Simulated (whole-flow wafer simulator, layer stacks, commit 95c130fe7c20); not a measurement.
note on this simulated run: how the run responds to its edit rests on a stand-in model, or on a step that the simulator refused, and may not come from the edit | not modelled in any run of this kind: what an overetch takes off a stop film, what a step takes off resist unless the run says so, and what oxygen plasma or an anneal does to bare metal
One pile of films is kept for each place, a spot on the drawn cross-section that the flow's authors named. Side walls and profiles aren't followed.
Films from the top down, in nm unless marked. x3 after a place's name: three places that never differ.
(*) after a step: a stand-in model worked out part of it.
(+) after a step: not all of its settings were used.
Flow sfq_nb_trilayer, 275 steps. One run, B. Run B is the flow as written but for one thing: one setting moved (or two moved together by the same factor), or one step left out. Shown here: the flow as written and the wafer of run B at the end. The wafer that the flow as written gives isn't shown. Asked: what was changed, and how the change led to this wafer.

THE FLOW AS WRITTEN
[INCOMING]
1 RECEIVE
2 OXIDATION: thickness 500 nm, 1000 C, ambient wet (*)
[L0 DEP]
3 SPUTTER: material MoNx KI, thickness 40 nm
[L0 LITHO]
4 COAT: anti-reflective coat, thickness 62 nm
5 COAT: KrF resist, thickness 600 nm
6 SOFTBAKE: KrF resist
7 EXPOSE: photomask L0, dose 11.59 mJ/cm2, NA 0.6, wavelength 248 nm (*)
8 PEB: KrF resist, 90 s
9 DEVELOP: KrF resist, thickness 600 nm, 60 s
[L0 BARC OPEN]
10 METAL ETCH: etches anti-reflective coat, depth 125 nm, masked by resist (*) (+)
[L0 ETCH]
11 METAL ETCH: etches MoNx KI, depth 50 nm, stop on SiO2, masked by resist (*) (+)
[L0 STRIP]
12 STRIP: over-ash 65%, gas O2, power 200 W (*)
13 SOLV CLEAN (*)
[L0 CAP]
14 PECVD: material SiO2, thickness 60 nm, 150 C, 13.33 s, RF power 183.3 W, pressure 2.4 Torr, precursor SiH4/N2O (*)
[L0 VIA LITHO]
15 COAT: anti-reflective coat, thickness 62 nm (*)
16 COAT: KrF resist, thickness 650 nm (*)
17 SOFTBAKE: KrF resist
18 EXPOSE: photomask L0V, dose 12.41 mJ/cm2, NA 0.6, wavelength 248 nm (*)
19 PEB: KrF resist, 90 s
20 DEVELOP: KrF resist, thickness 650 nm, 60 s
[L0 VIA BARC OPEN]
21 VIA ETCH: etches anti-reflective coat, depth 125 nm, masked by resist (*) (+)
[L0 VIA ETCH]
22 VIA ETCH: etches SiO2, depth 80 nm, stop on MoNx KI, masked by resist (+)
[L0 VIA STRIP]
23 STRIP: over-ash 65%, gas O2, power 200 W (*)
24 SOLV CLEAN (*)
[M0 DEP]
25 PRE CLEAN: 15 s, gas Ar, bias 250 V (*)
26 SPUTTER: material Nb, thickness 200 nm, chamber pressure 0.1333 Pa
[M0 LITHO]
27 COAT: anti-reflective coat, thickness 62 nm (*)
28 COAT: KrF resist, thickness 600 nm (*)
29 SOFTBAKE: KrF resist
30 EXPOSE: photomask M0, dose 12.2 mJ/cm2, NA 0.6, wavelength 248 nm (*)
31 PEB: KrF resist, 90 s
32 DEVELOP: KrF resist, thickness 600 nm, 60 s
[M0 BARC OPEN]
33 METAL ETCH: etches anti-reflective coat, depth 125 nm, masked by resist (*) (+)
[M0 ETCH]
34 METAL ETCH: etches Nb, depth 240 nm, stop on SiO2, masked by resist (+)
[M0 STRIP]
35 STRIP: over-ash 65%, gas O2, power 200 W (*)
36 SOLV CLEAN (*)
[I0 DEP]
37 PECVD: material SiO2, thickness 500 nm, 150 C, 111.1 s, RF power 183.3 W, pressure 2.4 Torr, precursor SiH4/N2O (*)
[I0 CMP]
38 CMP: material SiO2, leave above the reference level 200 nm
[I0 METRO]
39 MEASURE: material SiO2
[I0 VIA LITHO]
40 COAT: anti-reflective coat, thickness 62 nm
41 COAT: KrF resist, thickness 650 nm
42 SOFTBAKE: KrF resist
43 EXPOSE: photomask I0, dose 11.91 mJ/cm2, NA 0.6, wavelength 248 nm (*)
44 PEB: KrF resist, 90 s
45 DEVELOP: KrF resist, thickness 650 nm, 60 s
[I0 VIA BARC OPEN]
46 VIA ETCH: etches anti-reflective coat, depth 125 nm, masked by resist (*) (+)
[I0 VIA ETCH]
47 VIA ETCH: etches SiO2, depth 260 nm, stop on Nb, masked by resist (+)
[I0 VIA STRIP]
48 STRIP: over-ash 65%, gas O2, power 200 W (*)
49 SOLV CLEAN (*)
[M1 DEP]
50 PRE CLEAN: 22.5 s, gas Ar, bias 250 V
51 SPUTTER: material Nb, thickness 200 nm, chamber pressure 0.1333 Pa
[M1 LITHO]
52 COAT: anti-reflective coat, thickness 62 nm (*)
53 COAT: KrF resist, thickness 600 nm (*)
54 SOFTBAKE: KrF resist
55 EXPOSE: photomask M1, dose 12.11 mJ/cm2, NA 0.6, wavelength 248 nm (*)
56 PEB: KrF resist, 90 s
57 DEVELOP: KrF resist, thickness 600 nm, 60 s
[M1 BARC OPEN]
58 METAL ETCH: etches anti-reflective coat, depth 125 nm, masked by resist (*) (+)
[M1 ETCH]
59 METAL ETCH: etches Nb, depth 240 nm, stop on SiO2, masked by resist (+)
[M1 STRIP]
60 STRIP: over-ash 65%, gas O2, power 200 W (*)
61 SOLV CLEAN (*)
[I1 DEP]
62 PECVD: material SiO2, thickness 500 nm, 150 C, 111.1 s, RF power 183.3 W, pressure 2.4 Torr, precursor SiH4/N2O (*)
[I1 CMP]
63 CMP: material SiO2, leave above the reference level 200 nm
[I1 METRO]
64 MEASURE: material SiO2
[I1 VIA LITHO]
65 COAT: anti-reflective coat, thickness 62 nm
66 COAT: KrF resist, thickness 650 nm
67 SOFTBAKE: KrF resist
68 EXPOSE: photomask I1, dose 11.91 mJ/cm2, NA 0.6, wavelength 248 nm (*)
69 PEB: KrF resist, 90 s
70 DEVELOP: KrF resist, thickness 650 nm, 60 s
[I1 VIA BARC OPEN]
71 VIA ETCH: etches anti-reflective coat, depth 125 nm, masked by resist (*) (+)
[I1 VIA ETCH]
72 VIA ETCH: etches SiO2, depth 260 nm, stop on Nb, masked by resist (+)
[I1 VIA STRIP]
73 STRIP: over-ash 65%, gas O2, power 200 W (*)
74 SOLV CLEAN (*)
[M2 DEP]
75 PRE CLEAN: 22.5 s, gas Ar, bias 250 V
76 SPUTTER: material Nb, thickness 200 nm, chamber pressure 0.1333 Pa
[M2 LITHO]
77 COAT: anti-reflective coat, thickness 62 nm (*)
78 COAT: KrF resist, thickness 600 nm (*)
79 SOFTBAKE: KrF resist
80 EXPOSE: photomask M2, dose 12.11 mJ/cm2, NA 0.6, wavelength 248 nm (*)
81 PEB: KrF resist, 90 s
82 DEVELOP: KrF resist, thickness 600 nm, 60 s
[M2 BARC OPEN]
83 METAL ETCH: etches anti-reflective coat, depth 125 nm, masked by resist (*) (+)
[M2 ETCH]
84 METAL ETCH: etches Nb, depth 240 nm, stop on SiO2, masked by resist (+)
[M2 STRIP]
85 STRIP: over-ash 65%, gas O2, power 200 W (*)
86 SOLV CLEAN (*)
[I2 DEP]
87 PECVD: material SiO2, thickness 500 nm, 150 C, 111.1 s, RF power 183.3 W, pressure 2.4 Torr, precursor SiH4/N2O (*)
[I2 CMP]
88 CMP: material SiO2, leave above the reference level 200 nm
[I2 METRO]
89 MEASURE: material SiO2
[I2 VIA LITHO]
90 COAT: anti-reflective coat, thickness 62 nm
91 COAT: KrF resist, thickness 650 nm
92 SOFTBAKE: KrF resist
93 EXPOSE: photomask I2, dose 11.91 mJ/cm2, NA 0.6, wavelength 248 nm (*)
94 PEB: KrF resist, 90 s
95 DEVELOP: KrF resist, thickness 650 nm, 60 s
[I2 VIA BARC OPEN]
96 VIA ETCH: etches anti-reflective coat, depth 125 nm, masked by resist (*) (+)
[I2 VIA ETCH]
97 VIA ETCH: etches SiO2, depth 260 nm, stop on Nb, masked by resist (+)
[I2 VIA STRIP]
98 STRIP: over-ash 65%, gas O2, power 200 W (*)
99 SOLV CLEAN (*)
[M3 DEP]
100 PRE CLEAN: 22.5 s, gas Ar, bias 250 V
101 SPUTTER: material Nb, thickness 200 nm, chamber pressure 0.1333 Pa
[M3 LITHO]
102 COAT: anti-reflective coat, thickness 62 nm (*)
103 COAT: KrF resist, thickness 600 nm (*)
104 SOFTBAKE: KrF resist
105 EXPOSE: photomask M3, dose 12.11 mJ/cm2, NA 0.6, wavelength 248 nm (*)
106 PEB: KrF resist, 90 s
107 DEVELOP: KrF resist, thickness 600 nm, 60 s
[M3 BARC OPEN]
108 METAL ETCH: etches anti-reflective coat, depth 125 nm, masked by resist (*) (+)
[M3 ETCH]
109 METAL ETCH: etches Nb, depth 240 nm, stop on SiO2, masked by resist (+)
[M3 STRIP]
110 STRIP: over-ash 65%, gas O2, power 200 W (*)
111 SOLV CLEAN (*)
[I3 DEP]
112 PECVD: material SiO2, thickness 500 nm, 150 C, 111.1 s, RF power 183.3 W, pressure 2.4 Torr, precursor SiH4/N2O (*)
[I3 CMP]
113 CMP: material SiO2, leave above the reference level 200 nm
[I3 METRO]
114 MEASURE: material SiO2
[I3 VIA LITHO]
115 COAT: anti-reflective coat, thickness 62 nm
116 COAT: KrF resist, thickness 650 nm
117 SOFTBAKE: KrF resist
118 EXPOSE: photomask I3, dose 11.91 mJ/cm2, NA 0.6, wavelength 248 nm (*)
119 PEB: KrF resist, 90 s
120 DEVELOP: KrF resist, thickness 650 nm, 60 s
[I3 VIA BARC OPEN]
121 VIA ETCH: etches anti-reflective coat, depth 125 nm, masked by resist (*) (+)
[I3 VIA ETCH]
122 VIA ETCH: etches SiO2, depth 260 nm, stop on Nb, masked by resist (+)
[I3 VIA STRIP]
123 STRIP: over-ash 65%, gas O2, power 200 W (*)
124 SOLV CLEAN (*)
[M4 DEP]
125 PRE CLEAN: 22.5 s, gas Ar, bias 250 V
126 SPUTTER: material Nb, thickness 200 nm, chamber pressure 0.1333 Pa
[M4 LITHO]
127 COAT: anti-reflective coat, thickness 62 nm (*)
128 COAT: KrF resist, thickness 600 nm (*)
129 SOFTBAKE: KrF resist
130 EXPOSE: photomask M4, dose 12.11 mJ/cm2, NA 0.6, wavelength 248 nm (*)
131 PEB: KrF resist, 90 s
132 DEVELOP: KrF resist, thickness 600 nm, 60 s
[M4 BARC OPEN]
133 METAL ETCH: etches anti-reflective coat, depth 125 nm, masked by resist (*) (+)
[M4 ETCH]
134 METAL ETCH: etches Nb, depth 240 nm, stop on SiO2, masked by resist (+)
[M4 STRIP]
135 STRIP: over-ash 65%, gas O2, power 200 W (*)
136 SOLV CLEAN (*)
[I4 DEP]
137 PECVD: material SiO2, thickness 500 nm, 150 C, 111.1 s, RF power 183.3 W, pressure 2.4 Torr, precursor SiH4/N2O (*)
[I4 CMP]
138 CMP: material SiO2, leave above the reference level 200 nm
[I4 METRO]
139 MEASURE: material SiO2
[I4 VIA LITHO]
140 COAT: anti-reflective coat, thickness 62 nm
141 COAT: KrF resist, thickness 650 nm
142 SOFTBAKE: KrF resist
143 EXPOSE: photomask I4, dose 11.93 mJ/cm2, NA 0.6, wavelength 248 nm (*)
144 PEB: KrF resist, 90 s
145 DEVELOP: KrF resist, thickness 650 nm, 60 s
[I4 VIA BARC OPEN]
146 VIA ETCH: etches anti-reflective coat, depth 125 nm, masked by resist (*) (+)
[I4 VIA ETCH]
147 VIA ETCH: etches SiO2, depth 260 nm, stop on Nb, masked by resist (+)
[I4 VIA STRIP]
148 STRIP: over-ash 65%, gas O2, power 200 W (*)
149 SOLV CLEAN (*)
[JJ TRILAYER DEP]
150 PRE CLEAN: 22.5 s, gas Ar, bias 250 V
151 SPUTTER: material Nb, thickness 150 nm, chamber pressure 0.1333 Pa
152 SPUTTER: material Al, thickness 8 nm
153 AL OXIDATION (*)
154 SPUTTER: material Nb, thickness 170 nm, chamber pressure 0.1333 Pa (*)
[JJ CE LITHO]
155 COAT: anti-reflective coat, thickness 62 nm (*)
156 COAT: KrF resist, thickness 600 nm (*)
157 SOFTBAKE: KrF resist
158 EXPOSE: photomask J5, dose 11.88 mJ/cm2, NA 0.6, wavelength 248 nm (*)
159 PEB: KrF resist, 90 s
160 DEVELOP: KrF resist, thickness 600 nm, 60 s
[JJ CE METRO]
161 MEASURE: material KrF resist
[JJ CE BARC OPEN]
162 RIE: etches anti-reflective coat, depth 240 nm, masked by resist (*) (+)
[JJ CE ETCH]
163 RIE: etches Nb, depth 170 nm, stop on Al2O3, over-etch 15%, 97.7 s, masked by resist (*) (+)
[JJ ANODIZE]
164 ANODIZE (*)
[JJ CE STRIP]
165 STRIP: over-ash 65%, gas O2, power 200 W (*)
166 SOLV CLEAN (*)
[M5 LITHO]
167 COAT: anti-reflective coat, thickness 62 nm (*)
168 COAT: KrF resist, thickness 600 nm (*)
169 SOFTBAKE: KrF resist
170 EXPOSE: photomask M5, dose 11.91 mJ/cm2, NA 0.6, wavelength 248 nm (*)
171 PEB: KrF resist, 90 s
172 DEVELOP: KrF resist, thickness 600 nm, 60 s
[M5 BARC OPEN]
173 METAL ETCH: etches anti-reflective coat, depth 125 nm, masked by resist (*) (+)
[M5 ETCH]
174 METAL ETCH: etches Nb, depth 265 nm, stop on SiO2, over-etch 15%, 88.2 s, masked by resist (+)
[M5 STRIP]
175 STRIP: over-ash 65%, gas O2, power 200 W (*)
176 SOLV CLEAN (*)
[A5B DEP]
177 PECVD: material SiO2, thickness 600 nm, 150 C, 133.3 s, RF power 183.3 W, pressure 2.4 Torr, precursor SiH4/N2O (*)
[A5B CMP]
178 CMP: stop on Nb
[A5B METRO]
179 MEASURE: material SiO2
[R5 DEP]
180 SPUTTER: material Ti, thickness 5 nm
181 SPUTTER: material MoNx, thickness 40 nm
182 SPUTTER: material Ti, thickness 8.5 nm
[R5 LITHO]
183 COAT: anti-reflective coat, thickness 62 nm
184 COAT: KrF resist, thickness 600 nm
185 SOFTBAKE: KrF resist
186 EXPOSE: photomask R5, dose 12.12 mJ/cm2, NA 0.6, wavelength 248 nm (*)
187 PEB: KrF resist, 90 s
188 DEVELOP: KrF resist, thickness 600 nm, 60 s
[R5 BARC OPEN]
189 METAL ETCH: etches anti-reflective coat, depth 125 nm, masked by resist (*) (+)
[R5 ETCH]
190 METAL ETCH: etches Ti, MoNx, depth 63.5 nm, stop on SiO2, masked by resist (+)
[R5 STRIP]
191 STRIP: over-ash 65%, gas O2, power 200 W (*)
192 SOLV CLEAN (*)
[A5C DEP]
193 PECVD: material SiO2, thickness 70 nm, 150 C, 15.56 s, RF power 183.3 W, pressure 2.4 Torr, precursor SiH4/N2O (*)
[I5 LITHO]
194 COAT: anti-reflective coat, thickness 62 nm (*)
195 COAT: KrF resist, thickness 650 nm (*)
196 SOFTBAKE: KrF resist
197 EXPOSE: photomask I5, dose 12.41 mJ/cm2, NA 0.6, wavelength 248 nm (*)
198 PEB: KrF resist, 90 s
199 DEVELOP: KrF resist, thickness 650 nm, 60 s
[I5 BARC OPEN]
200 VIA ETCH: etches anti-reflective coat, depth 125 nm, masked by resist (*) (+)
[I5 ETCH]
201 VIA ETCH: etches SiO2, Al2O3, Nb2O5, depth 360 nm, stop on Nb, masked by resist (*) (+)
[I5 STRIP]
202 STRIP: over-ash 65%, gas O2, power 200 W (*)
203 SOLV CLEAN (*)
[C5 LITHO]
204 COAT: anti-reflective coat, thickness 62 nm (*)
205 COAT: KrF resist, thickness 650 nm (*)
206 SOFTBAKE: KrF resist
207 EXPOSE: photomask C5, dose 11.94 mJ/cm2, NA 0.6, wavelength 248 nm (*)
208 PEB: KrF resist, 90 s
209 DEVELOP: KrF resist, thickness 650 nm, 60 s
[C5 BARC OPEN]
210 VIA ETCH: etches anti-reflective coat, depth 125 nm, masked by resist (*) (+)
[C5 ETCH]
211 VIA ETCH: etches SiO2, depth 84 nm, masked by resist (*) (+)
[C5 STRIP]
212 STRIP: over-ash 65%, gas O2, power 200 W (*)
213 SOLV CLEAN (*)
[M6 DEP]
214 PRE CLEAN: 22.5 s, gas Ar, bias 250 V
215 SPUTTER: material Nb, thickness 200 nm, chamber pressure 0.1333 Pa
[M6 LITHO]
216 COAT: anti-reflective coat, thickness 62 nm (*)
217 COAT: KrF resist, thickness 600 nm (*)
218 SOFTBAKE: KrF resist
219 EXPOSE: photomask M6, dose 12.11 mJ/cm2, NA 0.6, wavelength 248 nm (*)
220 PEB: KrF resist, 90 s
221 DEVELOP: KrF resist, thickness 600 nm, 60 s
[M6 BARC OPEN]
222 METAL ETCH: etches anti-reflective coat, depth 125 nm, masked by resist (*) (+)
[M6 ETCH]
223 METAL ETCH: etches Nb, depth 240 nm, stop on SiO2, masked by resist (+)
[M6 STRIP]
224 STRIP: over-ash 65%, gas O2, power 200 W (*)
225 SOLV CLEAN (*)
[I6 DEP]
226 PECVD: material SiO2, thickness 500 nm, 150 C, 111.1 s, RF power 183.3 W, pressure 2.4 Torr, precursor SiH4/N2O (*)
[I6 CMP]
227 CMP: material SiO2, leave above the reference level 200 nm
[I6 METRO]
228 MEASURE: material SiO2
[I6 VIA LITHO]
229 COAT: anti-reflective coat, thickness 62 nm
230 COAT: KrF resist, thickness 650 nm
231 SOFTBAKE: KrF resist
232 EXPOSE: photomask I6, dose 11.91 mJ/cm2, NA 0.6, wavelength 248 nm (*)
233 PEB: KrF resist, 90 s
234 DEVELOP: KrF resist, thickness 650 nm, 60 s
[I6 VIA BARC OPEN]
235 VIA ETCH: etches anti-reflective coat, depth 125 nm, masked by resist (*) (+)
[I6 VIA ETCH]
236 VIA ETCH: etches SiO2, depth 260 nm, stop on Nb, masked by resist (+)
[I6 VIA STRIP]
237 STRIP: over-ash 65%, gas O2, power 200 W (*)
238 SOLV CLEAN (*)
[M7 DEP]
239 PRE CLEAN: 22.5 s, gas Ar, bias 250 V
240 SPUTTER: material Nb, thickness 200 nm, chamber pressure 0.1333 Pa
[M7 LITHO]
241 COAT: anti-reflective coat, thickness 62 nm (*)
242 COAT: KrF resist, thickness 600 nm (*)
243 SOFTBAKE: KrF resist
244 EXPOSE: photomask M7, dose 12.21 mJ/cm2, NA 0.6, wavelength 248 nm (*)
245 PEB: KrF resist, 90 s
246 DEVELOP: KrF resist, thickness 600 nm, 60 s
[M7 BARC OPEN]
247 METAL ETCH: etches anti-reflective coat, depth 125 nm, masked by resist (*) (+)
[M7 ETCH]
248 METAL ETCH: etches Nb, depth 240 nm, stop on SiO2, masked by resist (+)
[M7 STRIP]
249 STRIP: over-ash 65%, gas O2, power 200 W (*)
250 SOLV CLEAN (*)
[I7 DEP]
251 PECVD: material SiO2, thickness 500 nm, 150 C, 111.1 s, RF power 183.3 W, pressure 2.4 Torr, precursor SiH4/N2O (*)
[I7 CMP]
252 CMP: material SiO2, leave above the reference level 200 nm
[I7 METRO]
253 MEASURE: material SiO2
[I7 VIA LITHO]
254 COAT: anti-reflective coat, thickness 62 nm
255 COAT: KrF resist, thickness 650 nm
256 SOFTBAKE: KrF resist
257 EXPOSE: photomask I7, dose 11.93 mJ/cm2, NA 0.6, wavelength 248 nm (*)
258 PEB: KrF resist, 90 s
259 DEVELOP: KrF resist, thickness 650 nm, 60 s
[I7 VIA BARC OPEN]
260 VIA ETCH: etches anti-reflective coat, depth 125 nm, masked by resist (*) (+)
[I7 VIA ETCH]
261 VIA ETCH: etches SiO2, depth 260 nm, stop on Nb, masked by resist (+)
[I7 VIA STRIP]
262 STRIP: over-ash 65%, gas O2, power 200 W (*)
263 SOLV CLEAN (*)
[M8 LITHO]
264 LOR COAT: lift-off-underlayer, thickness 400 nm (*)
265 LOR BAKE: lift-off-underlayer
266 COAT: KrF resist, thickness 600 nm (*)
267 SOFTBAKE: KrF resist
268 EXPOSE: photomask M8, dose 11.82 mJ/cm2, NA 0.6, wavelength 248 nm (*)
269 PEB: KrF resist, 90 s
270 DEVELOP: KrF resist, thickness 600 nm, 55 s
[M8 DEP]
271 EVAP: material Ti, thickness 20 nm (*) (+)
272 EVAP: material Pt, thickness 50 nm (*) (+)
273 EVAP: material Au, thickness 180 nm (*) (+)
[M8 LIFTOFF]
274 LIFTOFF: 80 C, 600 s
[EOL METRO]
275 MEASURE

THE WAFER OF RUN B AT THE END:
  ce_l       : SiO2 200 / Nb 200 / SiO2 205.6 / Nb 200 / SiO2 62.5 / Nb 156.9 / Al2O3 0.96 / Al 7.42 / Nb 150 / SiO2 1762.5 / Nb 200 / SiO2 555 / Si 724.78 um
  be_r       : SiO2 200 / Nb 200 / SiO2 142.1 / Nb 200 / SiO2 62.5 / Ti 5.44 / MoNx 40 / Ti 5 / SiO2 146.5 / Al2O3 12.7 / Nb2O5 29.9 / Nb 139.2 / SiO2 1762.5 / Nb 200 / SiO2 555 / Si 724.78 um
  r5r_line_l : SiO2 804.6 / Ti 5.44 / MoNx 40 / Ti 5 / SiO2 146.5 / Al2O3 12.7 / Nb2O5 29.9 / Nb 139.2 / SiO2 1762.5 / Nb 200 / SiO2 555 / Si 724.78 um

The cause: step 182, SPUTTER: thickness 5.44 nm was run, where the flow has thickness 8.5 nm.
It can be read off the wafer: be_r has Ti 5.44, and step 182 as written asks for 8.5 nm.

How the change led to this, step by step:
  182 SPUTTER: material Ti, thickness 8.5 nm
      field_l, v_sur, via_wl and 103 more: Ti +5.44 (new film) (as written it would be: Ti +8.5 (new film))
  190 METAL ETCH: etches Ti, MoNx, depth 63.5 nm, stop on SiO2, masked by resist (+)
      field_l, v_sur, via_wl and 92 more: Ti -5.44 (all of it), MoNx -40 (all of it), Ti -5 (all of it) (as written it would be: Ti -8.5 (all of it), MoNx -40 (all of it), Ti -5 (all of it))
      ce_l, c5j, ce_r, wl_jj: Ti -5.44 (all of it), MoNx -40 (all of it), Ti -5 (all of it), Nb -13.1 (as written it would be: Ti -8.5 (all of it), MoNx -40 (all of it), Ti -5 (all of it), Nb -10)
  204 COAT: anti-reflective coat, thickness 62 nm (*)
      ce_l: anti-reflective coat +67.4 (new film) (as written it would be: anti-reflective coat +66 (new film))
      sp_r: anti-reflective coat +68.5 (new film) (as written it would be: anti-reflective coat +69.9 (new film))
  212 STRIP: over-ash 65%, gas O2, power 200 W (*)
      ce_l: KrF resist -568 (all of it), anti-reflective coat -67.4 (all of it) (as written it would be: KrF resist -567.4 (all of it), anti-reflective coat -66 (all of it))
      sp_r: KrF resist -565.1 (all of it), anti-reflective coat -68.5 (all of it) (as written it would be: KrF resist -565.3 (all of it), anti-reflective coat -69.9 (all of it))
  216 COAT: anti-reflective coat, thickness 62 nm (*)
      sp_r: anti-reflective coat +64.5 (new film) (as written it would be: anti-reflective coat +65.9 (new film))
  224 STRIP: over-ash 65%, gas O2, power 200 W (*)
      sp_r: KrF resist -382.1 (all of it), anti-reflective coat -64.5 (all of it) (as written it would be: KrF resist -382 (all of it), anti-reflective coat -65.9 (all of it))
  227 CMP: material SiO2, leave above the reference level 200 nm
      r5r_line_l, r5r_spacepad_l, r5r_spacepad_r, r5r_line_c, r5r_line_r: SiO2 -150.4 (as written it would be: SiO2 -153.5)
